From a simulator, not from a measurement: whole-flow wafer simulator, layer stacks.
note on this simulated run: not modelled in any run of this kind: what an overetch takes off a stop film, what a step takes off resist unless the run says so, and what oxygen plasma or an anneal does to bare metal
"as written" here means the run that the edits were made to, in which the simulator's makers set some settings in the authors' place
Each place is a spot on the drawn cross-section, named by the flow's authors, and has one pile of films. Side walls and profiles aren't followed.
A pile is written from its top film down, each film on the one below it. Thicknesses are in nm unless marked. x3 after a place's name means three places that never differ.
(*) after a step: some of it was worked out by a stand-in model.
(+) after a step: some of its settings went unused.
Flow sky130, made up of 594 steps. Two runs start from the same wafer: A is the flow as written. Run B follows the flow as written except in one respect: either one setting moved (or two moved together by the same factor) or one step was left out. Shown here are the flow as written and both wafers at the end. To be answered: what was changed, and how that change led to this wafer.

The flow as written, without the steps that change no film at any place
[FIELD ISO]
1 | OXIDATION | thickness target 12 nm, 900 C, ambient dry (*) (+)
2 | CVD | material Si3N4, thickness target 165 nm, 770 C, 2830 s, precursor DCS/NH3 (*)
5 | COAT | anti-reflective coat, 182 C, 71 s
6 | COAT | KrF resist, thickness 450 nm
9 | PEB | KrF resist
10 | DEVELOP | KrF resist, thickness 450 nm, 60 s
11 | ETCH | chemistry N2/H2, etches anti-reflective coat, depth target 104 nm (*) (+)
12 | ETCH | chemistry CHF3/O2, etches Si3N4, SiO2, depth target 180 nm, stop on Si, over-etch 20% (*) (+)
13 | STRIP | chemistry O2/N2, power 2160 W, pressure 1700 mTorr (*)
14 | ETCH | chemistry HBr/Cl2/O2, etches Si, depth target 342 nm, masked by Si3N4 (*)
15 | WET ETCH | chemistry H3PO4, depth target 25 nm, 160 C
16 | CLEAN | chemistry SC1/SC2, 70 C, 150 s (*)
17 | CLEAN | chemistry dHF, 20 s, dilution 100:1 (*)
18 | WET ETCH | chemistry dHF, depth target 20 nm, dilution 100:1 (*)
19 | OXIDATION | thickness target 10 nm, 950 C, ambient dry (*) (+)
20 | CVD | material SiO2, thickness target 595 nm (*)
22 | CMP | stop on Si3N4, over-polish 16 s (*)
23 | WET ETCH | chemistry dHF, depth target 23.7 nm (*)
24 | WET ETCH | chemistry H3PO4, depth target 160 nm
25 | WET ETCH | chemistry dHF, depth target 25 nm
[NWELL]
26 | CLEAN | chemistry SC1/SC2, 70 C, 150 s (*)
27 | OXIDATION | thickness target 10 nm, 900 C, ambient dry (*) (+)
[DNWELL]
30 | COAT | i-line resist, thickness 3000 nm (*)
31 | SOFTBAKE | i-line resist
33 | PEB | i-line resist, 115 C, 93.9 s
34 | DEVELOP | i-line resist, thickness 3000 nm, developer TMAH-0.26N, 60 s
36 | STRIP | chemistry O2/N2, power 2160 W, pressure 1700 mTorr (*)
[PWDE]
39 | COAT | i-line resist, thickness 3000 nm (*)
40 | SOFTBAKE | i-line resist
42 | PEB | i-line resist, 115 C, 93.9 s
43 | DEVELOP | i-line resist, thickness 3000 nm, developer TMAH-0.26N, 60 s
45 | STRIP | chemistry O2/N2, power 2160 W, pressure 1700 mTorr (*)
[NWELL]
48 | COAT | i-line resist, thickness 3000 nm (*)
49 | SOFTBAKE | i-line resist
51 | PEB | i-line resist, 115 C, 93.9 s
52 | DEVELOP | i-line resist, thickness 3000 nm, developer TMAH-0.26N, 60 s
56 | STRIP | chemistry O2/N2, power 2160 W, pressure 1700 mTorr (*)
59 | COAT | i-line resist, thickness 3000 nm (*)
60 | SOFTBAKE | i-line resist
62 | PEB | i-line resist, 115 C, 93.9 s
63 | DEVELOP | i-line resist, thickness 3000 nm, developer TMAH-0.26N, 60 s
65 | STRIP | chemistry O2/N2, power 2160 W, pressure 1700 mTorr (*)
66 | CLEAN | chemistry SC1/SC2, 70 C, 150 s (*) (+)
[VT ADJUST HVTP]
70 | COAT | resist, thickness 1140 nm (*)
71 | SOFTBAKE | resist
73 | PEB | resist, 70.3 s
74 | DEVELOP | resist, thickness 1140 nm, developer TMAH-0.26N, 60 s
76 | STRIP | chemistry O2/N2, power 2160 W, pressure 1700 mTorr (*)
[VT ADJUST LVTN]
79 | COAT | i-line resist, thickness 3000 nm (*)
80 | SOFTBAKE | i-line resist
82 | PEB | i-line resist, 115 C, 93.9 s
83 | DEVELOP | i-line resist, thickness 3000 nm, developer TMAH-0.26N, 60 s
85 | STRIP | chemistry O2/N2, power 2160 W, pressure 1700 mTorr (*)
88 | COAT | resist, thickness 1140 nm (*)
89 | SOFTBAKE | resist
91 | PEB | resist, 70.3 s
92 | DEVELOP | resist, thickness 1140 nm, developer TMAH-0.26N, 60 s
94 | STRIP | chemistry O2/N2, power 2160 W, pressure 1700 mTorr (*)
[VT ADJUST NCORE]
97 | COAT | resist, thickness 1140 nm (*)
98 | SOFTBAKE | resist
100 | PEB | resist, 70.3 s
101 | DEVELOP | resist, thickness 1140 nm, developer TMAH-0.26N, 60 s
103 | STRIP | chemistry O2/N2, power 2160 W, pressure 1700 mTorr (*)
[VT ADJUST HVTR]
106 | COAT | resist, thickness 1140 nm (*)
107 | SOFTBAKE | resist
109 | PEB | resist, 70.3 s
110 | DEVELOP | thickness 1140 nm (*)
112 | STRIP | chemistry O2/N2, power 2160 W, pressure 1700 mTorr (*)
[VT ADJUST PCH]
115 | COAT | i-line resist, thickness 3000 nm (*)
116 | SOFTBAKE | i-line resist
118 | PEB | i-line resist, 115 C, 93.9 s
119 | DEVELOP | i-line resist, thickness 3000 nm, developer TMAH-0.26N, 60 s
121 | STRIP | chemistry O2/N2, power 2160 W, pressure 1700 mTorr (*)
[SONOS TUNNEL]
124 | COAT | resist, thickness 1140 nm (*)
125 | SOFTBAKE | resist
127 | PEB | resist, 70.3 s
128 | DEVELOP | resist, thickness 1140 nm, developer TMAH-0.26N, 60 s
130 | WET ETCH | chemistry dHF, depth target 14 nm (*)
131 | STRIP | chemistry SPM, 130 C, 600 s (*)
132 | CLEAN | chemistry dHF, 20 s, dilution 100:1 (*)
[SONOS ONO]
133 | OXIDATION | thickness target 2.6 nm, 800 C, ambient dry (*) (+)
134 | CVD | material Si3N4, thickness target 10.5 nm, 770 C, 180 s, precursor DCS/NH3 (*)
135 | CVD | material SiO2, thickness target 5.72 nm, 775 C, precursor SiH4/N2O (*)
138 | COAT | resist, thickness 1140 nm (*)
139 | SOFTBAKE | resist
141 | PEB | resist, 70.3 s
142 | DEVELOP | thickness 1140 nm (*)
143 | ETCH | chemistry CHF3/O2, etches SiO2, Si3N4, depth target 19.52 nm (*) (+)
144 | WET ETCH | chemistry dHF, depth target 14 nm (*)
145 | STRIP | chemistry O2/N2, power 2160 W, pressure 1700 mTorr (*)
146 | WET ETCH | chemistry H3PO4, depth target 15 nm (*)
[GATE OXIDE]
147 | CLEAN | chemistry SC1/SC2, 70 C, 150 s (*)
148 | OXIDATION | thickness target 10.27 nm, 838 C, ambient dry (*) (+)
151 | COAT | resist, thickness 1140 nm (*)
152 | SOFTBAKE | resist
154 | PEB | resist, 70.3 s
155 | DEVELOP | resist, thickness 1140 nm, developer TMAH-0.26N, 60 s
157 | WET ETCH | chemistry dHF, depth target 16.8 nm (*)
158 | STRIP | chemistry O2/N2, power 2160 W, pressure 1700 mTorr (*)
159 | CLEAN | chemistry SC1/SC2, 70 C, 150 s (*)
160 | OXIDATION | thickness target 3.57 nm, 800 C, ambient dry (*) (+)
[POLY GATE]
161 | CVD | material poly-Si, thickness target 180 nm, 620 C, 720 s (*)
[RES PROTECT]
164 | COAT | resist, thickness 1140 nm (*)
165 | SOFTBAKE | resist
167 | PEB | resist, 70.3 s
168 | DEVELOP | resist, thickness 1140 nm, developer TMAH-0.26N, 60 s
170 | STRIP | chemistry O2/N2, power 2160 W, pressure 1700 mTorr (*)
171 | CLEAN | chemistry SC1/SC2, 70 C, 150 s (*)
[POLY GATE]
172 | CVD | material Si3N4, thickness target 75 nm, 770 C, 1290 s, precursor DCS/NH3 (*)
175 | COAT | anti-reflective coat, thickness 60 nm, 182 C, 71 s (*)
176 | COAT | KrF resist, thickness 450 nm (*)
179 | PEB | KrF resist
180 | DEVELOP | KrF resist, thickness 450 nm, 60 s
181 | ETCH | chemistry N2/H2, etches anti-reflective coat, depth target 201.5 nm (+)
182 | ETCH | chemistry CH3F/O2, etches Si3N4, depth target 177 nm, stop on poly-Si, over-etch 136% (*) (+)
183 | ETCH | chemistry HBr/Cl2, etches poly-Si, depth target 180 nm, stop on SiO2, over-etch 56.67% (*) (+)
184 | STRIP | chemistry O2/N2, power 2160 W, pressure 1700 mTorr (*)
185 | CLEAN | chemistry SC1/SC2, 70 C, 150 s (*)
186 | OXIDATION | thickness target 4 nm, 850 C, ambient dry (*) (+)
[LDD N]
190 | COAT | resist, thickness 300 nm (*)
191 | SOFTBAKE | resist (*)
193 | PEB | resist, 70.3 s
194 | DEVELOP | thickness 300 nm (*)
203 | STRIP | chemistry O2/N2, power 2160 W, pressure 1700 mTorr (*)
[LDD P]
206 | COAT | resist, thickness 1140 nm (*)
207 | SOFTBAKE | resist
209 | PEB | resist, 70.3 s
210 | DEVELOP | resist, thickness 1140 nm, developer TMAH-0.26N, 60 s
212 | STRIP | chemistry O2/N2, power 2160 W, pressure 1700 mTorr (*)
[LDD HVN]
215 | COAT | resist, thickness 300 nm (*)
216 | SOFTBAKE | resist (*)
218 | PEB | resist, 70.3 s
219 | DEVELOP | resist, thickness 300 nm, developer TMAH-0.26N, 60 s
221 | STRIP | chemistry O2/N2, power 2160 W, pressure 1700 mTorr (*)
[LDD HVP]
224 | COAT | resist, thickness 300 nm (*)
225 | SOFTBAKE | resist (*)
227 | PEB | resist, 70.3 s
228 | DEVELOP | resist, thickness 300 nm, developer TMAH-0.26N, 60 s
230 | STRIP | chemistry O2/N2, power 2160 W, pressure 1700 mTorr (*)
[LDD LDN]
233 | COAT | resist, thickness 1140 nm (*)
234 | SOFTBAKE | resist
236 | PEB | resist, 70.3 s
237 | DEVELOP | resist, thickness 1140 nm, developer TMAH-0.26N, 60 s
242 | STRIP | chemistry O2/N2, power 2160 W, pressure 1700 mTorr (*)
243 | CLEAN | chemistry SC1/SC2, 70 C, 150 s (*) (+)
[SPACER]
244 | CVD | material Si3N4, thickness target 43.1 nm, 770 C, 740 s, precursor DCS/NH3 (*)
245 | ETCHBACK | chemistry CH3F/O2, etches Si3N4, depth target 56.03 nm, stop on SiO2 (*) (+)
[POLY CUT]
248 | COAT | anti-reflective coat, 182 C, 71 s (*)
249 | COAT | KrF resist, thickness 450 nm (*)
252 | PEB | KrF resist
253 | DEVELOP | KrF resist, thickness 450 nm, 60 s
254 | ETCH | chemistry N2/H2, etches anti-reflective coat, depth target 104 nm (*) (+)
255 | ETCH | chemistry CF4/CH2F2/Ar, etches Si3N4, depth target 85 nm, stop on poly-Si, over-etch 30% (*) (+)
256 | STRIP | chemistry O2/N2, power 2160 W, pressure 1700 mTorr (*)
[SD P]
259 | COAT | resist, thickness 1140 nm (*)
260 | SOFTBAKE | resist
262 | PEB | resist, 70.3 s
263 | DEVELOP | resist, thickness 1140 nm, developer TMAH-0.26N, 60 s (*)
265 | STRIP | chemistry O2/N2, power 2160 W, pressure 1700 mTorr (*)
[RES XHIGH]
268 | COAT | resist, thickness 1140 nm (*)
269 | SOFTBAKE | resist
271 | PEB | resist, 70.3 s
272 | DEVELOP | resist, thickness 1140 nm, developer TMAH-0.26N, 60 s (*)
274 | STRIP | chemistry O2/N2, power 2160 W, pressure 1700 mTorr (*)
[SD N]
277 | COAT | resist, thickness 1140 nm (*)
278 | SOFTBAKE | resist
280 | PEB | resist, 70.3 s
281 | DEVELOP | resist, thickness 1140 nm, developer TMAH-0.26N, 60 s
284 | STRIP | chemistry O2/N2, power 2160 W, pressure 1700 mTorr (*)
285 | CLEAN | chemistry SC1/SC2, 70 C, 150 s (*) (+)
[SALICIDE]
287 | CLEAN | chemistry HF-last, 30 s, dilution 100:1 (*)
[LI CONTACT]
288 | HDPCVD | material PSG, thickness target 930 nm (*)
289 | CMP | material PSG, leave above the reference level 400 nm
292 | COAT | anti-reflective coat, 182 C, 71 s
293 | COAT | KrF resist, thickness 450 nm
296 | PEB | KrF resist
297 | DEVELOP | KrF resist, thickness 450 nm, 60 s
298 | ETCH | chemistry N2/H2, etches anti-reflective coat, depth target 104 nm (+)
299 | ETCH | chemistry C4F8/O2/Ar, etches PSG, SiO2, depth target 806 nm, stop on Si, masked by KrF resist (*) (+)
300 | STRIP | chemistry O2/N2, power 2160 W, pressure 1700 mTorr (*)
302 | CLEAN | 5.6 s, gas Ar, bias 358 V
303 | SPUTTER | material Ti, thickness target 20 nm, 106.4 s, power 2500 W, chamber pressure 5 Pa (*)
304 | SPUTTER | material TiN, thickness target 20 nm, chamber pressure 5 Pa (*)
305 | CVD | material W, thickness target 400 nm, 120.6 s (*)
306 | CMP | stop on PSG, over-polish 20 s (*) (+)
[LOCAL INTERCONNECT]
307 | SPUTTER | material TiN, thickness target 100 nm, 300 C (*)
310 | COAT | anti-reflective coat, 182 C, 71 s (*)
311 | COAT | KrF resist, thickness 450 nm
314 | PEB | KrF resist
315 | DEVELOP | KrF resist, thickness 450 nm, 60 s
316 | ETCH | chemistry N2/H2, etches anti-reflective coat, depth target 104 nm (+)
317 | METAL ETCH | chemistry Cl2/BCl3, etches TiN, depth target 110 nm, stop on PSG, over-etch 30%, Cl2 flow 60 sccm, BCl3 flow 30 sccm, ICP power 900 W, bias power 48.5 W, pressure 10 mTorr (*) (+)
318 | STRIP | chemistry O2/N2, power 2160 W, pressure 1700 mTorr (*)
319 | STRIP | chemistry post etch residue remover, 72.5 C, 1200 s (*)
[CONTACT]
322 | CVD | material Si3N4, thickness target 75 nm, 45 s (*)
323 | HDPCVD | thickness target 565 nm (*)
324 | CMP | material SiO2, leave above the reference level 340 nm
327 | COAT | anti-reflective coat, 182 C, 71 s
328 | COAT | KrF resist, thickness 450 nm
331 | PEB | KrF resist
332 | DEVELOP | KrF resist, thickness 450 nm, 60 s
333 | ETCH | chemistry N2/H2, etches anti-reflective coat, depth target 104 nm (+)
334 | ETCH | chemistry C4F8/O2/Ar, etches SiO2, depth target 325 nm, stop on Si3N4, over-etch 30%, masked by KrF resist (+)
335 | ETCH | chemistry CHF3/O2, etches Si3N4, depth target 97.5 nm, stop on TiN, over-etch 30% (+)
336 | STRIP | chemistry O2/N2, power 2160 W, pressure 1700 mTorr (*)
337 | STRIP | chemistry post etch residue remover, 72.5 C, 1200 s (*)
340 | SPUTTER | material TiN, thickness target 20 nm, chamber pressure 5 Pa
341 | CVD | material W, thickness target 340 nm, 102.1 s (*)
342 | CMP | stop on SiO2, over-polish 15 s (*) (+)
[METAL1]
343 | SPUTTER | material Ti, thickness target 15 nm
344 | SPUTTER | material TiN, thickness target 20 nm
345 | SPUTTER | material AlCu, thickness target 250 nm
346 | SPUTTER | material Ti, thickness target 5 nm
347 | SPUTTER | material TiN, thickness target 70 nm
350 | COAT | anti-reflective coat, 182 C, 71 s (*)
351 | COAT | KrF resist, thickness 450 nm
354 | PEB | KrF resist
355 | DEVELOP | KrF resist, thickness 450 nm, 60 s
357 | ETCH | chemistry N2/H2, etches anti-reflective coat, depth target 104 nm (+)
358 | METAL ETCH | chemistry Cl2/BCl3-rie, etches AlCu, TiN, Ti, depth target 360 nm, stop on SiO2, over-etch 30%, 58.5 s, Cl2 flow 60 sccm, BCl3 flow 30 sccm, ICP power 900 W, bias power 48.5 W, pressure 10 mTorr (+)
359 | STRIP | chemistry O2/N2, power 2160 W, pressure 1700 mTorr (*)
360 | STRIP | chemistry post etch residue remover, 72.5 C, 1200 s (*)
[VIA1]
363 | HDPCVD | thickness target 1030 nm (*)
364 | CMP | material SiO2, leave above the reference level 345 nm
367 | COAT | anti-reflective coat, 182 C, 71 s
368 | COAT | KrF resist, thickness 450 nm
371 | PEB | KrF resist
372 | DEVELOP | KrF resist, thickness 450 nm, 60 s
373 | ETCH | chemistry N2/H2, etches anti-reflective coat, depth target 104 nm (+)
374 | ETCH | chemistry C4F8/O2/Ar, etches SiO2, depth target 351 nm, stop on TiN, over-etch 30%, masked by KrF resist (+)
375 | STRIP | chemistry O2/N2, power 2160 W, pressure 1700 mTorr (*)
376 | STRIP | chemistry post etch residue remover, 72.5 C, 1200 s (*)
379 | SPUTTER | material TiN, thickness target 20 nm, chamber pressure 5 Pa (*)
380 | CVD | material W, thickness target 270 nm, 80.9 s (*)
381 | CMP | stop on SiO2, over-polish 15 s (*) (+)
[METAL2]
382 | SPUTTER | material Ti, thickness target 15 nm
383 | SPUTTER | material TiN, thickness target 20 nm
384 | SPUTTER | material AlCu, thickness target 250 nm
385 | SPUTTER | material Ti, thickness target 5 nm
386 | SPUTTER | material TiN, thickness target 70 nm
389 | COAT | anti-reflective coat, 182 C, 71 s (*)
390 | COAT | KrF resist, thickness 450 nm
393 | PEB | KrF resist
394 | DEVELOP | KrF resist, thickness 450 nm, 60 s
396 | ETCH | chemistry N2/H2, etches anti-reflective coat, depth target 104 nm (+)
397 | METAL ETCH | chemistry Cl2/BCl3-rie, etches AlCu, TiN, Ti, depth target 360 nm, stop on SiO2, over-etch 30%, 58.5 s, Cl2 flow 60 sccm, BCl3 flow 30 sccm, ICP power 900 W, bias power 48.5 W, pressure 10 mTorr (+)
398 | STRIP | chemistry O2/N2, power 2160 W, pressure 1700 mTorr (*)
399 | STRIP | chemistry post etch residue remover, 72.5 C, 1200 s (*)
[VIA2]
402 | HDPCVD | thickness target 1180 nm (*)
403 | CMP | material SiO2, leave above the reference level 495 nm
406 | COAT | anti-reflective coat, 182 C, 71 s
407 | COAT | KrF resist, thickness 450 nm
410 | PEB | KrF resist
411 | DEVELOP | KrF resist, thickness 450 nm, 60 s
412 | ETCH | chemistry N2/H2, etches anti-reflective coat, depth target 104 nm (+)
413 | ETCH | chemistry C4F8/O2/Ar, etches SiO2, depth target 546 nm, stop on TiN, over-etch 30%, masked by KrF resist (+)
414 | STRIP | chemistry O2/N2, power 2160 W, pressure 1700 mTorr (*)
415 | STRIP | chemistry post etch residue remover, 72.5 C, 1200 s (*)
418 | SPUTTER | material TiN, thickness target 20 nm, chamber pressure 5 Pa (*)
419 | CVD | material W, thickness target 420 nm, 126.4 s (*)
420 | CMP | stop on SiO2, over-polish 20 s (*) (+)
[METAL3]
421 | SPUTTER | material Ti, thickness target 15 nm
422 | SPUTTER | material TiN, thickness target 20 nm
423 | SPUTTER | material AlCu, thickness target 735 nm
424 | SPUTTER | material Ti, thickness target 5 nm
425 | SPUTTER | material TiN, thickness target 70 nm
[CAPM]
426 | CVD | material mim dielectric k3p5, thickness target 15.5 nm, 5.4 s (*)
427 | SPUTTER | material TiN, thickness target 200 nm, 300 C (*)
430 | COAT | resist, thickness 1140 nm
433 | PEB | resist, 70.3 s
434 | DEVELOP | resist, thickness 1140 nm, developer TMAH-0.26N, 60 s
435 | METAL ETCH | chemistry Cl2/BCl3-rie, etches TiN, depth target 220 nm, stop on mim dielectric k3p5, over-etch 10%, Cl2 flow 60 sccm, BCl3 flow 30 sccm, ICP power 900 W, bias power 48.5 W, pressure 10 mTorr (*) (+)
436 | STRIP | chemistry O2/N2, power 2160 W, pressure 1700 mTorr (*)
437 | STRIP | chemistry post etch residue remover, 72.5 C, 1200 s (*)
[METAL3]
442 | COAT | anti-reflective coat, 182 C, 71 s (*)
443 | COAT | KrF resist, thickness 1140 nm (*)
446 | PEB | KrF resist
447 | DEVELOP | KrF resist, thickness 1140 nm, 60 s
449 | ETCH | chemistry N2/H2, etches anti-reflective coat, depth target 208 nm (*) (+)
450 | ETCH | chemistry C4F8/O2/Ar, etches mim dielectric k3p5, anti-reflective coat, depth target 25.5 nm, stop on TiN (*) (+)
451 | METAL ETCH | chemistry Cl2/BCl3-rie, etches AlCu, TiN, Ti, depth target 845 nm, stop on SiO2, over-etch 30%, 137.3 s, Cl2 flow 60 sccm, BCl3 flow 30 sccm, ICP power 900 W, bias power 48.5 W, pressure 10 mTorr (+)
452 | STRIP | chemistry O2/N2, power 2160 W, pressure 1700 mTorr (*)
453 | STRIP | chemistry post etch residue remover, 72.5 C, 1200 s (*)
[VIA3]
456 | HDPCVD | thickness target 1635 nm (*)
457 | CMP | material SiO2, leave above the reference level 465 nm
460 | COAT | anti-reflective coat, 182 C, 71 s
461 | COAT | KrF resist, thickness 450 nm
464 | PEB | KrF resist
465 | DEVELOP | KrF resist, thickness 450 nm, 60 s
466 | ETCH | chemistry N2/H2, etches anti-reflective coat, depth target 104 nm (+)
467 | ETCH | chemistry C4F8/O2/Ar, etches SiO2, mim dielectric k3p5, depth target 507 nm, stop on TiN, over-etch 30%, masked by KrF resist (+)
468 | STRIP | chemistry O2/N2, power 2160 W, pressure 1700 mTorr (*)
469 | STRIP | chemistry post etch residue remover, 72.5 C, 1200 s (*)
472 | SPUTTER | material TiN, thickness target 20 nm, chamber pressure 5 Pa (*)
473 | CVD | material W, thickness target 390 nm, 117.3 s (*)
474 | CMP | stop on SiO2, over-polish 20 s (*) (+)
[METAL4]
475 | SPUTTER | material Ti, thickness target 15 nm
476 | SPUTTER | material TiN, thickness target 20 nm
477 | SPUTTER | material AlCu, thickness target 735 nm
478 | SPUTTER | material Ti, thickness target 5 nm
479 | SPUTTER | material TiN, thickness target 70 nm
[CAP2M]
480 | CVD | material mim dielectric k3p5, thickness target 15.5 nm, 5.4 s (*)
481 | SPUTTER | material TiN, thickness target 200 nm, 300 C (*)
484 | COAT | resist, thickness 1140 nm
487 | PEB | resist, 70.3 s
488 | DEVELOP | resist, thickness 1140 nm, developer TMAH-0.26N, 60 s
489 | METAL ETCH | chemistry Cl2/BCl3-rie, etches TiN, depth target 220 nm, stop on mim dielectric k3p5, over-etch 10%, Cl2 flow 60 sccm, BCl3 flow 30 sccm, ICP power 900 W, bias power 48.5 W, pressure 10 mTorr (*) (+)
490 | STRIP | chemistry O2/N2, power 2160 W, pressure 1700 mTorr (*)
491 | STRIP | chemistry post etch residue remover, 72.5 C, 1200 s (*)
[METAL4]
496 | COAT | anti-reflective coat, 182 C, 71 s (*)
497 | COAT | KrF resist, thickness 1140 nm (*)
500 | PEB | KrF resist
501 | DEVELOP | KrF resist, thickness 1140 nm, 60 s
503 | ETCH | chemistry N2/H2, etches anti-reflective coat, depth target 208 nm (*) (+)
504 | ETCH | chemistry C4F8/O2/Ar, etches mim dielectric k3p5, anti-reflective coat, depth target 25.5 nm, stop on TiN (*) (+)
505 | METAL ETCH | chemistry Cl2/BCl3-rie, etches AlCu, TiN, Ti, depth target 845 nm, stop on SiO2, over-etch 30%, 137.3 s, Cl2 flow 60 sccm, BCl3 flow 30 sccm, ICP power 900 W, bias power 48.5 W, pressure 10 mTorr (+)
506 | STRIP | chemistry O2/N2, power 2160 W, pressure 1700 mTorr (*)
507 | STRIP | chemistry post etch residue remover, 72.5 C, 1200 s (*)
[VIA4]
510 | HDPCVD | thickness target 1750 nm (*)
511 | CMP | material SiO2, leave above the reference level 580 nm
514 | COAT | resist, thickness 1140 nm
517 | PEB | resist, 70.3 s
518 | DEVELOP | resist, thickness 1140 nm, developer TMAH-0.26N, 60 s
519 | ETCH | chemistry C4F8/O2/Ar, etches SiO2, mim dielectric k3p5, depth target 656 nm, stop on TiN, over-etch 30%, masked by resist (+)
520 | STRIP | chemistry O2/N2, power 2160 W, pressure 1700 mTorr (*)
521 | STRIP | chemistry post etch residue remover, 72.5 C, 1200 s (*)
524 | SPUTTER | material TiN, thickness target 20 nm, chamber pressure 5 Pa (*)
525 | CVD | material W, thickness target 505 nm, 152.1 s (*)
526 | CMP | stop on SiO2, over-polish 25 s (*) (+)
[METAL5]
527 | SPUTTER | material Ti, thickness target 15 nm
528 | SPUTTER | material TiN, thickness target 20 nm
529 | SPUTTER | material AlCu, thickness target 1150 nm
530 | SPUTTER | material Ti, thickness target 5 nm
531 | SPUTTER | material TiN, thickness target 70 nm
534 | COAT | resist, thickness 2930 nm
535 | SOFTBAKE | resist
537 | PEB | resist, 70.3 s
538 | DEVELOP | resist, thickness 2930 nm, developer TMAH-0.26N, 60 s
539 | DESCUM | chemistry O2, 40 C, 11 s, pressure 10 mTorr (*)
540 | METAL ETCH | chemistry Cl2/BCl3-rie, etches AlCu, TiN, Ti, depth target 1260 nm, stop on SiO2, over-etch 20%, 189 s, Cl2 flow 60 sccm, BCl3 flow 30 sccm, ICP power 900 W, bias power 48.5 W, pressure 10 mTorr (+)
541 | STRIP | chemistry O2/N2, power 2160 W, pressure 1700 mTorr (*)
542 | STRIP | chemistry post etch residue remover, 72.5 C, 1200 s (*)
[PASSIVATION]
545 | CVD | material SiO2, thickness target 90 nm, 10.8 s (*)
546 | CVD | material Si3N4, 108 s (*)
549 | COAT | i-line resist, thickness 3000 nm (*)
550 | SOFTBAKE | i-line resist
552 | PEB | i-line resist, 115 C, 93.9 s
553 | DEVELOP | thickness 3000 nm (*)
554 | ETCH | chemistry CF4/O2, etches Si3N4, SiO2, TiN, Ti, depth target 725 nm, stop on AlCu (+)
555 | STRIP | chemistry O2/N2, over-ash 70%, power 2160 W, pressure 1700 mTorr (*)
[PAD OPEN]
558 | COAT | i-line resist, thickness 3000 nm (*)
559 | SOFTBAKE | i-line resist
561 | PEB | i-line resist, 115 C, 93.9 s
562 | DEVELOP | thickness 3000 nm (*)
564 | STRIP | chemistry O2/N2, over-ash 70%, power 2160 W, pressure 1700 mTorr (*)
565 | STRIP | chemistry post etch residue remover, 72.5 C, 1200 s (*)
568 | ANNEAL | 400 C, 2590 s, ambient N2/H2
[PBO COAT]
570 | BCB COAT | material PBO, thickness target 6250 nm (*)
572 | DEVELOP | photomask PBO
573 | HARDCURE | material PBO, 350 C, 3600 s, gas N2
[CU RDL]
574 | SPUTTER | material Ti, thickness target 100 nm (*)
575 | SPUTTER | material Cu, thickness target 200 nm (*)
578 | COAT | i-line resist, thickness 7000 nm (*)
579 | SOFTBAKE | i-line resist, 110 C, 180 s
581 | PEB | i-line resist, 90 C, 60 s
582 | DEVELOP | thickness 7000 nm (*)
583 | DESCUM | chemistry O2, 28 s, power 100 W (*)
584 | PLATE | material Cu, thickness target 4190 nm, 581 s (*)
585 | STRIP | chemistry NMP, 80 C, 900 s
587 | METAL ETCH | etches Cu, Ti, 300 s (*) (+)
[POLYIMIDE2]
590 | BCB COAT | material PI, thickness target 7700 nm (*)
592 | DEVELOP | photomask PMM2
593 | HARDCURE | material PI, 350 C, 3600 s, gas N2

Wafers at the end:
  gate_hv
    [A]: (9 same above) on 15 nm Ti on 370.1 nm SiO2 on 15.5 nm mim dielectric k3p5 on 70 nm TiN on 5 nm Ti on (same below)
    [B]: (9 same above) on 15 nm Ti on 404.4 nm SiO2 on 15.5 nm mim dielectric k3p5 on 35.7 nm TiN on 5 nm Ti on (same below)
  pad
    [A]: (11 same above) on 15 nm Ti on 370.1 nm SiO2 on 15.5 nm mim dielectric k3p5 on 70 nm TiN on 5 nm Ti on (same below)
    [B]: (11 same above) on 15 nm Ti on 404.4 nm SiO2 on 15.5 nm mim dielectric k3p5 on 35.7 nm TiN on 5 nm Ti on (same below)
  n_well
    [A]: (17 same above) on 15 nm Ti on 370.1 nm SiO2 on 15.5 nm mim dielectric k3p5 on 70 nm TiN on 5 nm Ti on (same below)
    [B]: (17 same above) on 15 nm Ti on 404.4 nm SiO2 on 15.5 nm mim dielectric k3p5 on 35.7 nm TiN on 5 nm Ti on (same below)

The reason: step 425, SPUTTER: thickness target 35.7 nm was run, while the flow as written has thickness target 70 nm.
One can read it off the wafer: gate_hv has TiN 35.7, and step 425 as written asks for 70 nm.

The path from the change to this, step by step:
  425 | SPUTTER | material TiN, thickness target 70 nm
      field, active, n_well and 188 more: A TiN gains 70 (new film) | B TiN gains 35.7 (new film)
  451 | METAL ETCH | chemistry Cl2/BCl3-rie, etches AlCu, TiN, Ti, depth target 845 nm, stop on SiO2, over-etch 30%, 137.3 s, Cl2 flow 60 sccm, BCl3 flow 30 sccm, ICP power 900 W, bias power 48.5 W, pressure 10 mTorr (+)
      field, gate, spacer and 68 more: A TiN loses 70 (all of it), Ti loses 5 (all of it), AlCu loses 735 (all of it), TiN loses 20 (all of it), Ti loses 15 (all of it), SiO2 loses 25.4 | B TiN loses 35.7 (all of it), Ti loses 5 (all of it), AlCu loses 735 (all of it), TiN loses 20 (all of it), Ti loses 15 (all of it), SiO2 loses 28.8
      active, vpp_ln, vpp_iso2 and 11 more: A TiN loses 70 (all of it), Ti loses 5 (all of it), AlCu loses 735 (all of it), TiN loses 20 (all of it), Ti loses 15 (all of it), SiO2 loses 25.3 | B TiN loses 35.7 (all of it), Ti loses 5 (all of it), AlCu loses 735 (all of it), TiN loses 20 (all of it), Ti loses 15 (all of it), SiO2 loses 28.8
  457 | CMP | material SiO2, leave above the reference level 465 nm
      n_well, p_well, gate_hv and 99 more: A SiO2 loses 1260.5 | B SiO2 loses 1226.2
      mim, mim_edge_plate_strap, mim_edge_plate: A SiO2 loses 1459.7 | B SiO2 loses 1425.4
      (as well as at 2 more places)
  467 | ETCH | chemistry C4F8/O2/Ar, etches SiO2, mim dielectric k3p5, depth target 507 nm, stop on TiN, over-etch 30%, masked by KrF resist (+)
      m1: A SiO2 loses 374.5 (all of it), mim dielectric k3p5 loses 15.5 (all of it) | B SiO2 loses 408.8 (all of it), mim dielectric k3p5 loses 15.5 (all of it)
      via3_hole: A SiO2 loses 373.9 (all of it), mim dielectric k3p5 loses 15.5 (all of it) | B SiO2 loses 408.2 (all of it), mim dielectric k3p5 loses 15.5 (all of it)
  473 | CVD | material W, thickness target 390 nm, 117.3 s (*)
      m1: A W gains 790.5 (new film) | B W gains 825.2 (new film)
      via3_hole: A W gains 789.9 (new film) | B W gains 824.6 (new film)
